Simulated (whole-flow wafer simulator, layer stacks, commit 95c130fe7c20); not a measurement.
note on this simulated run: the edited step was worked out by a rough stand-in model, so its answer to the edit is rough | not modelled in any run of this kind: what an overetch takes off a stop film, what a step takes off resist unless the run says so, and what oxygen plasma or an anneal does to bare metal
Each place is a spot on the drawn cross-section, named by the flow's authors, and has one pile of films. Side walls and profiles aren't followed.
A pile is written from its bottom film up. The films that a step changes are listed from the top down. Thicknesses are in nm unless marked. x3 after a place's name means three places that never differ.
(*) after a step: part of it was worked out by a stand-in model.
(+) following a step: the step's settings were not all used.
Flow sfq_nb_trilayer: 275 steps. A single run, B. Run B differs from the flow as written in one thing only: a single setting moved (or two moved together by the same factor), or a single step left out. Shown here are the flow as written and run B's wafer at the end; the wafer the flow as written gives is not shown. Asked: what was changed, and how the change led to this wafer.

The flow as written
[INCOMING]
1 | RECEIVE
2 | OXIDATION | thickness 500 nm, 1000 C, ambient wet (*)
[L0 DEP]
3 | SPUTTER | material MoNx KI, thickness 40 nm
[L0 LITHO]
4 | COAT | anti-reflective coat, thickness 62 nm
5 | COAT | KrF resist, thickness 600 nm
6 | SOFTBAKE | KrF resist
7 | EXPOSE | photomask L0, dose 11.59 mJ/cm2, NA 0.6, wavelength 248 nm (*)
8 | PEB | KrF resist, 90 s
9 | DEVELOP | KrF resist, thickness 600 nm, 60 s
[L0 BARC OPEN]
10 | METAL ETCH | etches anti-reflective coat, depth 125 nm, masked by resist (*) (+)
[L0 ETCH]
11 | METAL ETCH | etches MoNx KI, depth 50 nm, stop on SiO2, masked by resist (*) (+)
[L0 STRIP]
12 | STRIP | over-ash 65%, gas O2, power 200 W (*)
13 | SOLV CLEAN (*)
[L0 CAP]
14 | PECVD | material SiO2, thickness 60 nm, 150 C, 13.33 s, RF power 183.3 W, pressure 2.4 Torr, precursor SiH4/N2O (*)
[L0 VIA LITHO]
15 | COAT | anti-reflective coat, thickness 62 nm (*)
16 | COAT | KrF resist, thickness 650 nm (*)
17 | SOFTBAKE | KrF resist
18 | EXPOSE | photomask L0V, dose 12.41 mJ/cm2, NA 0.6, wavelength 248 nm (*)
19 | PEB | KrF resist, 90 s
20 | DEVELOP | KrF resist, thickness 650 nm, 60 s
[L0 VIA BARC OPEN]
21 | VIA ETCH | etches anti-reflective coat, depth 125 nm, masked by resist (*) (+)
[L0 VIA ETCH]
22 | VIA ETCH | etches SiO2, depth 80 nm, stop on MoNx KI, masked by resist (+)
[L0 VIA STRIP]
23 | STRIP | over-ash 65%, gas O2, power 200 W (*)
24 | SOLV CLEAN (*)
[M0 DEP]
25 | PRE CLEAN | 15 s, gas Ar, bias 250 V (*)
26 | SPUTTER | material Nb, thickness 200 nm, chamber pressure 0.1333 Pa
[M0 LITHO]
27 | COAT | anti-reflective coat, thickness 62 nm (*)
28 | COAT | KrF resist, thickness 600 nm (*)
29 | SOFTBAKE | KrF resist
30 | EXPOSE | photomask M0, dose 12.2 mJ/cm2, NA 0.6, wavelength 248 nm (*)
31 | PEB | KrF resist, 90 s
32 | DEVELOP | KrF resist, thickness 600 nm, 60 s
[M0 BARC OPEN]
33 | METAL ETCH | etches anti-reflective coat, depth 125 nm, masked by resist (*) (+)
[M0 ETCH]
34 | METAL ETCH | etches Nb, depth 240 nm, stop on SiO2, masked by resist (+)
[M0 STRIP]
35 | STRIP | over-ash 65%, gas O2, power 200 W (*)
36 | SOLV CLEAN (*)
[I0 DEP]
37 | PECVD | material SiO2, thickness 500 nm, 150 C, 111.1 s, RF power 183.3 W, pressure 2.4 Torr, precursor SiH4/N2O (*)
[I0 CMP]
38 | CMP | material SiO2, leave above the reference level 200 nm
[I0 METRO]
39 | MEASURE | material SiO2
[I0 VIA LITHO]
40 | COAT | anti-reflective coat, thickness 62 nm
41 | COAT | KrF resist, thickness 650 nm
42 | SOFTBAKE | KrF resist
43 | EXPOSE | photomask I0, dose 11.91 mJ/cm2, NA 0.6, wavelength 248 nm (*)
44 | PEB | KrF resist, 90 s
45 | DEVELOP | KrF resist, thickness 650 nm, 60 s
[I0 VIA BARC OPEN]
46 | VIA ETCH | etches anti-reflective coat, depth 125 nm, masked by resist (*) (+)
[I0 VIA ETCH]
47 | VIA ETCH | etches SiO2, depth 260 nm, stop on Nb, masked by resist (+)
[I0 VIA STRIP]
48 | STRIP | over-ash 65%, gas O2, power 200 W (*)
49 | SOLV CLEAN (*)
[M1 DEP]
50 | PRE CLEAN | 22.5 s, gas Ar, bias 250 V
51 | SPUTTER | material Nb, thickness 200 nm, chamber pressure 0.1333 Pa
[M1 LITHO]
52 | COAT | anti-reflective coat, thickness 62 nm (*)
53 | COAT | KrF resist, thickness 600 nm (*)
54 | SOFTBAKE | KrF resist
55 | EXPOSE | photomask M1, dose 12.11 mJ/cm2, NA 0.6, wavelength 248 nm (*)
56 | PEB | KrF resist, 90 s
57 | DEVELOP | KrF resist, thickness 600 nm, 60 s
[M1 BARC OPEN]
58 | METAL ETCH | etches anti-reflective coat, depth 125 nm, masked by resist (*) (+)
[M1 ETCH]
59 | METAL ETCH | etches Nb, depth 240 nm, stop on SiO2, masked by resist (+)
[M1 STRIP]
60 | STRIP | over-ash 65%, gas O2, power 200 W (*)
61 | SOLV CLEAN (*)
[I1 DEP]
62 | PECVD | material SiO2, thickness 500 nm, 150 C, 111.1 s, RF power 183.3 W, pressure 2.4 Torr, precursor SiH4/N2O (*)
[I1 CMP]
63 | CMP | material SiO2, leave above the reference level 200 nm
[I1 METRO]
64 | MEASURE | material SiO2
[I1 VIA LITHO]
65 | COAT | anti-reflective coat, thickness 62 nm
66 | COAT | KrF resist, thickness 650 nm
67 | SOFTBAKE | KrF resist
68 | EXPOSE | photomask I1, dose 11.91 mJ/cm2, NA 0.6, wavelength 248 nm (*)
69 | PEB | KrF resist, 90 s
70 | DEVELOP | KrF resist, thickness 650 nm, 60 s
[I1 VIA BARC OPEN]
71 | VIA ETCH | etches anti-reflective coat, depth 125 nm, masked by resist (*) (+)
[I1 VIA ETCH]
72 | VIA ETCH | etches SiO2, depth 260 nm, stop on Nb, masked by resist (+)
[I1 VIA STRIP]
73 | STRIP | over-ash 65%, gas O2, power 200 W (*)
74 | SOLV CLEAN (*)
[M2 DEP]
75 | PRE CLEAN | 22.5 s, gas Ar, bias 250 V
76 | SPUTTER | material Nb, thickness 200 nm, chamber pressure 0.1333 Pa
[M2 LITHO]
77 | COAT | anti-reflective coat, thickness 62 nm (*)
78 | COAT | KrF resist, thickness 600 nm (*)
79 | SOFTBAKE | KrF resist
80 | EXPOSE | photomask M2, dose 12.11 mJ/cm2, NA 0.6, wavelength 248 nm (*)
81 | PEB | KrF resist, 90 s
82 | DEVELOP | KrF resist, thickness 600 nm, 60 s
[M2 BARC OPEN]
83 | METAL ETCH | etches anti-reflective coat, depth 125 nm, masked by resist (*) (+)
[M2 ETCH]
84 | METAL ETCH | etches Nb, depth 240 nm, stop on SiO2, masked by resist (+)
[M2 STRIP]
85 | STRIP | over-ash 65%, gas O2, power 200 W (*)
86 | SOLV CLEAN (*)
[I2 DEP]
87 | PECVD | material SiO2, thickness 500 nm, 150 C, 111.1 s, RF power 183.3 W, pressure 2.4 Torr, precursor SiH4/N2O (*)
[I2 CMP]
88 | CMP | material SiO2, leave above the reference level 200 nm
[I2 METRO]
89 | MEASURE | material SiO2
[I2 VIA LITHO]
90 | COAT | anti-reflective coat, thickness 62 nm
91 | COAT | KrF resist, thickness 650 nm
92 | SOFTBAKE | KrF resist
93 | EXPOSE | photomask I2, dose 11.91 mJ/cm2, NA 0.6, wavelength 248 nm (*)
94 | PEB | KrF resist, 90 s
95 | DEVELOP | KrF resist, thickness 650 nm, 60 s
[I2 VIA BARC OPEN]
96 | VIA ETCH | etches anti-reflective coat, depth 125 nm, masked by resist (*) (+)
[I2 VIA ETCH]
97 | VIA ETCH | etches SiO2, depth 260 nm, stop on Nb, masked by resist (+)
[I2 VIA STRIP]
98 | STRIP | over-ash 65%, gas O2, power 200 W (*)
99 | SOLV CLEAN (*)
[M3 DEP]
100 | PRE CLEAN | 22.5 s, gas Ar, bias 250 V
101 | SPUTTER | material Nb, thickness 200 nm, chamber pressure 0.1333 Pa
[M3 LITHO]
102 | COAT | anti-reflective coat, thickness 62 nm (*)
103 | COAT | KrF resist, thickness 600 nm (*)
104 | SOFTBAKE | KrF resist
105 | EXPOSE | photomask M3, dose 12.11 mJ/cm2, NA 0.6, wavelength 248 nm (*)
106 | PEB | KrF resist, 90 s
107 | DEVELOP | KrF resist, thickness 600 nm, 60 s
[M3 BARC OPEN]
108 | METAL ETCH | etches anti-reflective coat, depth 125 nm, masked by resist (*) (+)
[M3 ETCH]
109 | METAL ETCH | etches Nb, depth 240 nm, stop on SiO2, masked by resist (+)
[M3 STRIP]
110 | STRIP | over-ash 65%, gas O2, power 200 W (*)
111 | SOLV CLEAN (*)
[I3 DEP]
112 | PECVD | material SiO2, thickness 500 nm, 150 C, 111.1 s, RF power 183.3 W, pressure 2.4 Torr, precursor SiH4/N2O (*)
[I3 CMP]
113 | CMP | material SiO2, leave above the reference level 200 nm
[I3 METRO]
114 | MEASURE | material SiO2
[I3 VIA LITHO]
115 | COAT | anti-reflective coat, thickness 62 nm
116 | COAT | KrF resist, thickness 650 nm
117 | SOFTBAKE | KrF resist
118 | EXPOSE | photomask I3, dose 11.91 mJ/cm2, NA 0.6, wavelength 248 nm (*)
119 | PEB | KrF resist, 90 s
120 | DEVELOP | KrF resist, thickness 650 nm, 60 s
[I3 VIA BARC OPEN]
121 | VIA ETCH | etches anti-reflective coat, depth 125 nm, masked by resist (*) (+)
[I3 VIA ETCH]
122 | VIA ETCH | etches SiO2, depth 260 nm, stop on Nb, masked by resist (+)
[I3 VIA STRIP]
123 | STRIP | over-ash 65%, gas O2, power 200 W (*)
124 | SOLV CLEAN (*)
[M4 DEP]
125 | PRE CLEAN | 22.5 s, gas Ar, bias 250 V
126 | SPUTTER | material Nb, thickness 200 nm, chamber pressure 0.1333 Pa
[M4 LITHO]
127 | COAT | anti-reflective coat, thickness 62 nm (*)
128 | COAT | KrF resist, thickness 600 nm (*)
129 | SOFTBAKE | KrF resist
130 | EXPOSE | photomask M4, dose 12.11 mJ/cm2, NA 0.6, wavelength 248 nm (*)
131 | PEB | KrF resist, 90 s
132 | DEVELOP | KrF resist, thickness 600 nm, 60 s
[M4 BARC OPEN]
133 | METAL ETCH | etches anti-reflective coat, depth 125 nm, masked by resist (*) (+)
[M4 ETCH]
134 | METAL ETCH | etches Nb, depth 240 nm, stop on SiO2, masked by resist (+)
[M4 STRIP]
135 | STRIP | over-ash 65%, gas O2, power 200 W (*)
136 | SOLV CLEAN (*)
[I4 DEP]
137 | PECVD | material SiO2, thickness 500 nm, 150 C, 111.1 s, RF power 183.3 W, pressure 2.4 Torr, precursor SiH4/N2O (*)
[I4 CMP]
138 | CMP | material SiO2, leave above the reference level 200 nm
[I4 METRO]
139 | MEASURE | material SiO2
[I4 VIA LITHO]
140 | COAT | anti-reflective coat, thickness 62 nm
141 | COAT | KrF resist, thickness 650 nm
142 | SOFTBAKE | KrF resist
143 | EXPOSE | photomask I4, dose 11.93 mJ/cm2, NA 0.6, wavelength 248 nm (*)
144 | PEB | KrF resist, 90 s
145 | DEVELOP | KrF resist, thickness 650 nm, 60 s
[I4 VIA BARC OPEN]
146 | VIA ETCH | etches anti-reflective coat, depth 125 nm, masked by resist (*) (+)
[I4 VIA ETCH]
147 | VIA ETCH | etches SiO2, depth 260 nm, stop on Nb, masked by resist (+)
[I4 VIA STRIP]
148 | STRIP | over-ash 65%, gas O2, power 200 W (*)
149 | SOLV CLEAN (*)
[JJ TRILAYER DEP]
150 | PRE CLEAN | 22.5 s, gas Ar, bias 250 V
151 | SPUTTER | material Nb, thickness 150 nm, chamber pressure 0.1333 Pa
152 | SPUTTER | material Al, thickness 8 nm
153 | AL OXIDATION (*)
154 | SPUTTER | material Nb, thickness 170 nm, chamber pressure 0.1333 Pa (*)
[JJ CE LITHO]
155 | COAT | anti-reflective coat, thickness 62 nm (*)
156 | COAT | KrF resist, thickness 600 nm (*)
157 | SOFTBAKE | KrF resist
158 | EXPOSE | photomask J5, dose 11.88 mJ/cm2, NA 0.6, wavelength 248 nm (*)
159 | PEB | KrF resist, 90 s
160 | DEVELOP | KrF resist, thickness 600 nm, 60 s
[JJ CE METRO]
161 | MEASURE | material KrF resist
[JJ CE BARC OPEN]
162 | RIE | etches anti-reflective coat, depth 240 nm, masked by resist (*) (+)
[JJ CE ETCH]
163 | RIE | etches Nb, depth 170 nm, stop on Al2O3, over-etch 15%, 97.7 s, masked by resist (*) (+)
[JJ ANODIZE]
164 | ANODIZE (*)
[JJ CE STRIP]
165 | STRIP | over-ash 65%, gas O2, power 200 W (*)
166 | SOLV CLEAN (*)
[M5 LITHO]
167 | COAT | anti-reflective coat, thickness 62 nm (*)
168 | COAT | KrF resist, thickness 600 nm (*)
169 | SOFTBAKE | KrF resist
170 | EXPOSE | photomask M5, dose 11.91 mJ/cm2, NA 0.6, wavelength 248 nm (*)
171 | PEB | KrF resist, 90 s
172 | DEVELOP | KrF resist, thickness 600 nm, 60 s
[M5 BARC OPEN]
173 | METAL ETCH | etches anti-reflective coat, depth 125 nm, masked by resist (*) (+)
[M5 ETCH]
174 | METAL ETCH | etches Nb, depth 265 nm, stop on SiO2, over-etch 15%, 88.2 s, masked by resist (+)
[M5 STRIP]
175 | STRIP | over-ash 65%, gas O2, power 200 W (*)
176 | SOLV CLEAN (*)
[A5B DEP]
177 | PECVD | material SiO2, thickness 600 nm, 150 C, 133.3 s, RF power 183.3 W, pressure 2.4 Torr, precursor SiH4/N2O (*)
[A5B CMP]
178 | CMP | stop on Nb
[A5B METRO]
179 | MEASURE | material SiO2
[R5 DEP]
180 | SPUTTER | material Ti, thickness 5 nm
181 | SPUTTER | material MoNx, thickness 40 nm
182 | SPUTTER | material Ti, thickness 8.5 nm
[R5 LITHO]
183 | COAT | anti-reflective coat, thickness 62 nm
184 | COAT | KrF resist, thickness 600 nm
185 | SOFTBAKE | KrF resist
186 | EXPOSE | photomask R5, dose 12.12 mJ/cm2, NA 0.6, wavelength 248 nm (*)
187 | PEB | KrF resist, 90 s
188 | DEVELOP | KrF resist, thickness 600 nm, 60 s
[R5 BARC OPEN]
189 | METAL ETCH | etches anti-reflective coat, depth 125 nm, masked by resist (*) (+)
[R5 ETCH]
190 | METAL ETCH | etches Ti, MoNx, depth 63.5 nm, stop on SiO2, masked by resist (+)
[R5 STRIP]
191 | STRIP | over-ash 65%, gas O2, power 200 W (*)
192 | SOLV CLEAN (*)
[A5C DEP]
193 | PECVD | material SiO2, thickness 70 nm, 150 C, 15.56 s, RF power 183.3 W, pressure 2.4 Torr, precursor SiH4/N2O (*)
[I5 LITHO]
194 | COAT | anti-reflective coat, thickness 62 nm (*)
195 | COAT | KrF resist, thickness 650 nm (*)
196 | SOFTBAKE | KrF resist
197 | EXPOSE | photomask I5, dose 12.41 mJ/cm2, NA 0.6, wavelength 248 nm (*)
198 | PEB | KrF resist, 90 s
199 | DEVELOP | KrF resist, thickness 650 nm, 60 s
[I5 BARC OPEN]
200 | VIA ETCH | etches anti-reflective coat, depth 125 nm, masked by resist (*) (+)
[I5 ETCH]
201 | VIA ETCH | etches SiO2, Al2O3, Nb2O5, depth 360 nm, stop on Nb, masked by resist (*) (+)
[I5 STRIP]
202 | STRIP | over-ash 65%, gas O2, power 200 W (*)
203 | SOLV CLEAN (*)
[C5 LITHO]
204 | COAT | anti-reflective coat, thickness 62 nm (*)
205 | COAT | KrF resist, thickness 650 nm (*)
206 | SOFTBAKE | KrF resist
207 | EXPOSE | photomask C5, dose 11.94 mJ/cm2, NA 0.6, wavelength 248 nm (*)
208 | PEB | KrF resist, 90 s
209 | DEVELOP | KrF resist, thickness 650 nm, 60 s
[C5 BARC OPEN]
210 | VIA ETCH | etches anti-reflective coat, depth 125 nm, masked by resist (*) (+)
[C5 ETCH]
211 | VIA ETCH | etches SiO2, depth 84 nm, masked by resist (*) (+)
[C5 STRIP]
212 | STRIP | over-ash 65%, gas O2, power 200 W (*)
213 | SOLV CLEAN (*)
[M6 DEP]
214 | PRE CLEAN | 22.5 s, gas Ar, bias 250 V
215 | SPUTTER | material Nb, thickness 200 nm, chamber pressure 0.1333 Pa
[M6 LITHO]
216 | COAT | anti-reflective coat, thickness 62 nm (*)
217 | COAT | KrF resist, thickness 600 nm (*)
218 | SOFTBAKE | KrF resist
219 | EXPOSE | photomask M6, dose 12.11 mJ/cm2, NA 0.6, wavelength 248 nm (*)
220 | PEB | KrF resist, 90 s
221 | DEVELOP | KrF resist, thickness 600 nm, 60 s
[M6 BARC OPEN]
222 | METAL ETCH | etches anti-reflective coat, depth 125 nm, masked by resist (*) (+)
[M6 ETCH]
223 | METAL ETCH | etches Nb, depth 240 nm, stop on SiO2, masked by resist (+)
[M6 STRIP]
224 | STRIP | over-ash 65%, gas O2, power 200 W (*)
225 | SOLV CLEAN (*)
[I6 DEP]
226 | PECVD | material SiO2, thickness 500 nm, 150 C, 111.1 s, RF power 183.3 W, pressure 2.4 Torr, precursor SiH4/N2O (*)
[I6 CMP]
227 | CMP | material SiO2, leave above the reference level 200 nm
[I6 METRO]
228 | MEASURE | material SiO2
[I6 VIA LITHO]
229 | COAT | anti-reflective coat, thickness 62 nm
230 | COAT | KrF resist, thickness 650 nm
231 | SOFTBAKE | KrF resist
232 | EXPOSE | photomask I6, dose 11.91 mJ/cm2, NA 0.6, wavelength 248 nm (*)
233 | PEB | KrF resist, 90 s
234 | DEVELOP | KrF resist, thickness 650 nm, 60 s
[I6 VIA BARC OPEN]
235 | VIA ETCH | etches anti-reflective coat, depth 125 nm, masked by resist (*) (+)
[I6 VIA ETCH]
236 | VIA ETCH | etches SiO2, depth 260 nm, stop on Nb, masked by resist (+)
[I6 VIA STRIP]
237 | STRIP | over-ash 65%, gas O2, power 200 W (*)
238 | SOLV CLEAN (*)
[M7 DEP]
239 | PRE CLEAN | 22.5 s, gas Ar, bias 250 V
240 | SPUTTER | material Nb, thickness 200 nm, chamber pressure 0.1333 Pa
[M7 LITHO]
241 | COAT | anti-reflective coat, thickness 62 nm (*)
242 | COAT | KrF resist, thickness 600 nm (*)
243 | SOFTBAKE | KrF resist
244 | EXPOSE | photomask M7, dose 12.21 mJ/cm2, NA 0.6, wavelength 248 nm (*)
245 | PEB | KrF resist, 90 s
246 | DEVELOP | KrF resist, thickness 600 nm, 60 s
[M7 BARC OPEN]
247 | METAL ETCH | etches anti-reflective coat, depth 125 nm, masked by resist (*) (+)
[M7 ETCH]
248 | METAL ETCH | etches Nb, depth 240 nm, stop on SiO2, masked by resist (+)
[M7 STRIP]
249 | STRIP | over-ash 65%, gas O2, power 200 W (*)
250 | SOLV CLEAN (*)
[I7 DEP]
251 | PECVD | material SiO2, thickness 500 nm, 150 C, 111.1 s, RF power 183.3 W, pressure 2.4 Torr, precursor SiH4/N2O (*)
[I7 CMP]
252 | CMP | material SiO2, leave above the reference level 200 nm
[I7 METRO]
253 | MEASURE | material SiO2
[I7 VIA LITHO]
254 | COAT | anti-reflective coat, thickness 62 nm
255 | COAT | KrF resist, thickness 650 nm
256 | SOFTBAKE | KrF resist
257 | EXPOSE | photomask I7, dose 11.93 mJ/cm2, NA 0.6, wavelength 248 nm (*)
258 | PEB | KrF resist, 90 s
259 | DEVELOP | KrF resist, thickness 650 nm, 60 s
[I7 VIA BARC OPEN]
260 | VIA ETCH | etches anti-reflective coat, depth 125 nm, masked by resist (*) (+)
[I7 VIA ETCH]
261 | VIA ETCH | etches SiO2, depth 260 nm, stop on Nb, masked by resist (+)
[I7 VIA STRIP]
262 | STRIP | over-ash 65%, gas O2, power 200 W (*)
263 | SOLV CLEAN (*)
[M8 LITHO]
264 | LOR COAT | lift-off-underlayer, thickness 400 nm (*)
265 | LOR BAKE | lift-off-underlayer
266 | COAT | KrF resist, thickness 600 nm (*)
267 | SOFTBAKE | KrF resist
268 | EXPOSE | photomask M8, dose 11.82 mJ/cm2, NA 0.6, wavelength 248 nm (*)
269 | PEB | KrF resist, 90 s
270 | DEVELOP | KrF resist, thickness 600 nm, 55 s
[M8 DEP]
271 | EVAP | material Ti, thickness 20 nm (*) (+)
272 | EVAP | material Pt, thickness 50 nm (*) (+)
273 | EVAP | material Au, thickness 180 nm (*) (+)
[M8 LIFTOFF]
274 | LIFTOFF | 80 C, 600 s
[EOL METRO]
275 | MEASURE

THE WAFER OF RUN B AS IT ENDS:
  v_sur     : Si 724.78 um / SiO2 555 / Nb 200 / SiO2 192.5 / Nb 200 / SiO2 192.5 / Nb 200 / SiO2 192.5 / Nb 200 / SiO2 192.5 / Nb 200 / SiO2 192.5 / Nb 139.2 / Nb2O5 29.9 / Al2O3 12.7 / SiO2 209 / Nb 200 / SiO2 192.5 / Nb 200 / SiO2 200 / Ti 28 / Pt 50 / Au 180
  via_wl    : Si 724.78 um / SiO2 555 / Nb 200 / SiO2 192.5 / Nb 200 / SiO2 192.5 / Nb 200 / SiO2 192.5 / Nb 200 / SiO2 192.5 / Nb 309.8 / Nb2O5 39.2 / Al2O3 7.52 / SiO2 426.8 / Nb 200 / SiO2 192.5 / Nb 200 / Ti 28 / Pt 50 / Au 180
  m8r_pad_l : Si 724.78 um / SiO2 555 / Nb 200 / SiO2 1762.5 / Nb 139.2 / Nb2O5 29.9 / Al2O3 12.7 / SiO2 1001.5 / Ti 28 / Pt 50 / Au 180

What caused this: step 271, EVAP: thickness 28 nm was run, though the flow has thickness 20 nm.
The wafer itself shows it: v_sur has Ti 28, and step 271 as written asks for 20 nm.

Step by step, how the change led to this:
  271 | EVAP | material Ti, thickness 20 nm (*) (+)
      field_l, v_sur, via_wl and 103 more: +28 Ti (new film) (in the flow as written it would be: +20 Ti (new film))
  274 | LIFTOFF | 80 C, 600 s
      p4_fl, p4_fm, p4_w1 and 71 more: -180 Au (all of it), -50 Pt (all of it), -28 Ti (all of it), -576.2 KrF resist (all of it), -400 lift-off-underlayer (all of it) (in the flow as written it would be: -180 Au (all of it), -50 Pt (all of it), -20 Ti (all of it), -576.2 KrF resist (all of it), -400 lift-off-underlayer (all of it))
      c5j, ce_r: -180 Au (all of it), -50 Pt (all of it), -28 Ti (all of it), -573.3 KrF resist (all of it), -399.3 lift-off-underlayer (all of it) (in the flow as written it would be: -180 Au (all of it), -50 Pt (all of it), -20 Ti (all of it), -573.3 KrF resist (all of it), -399.3 lift-off-underlayer (all of it))
      (as well as at 19 more places)
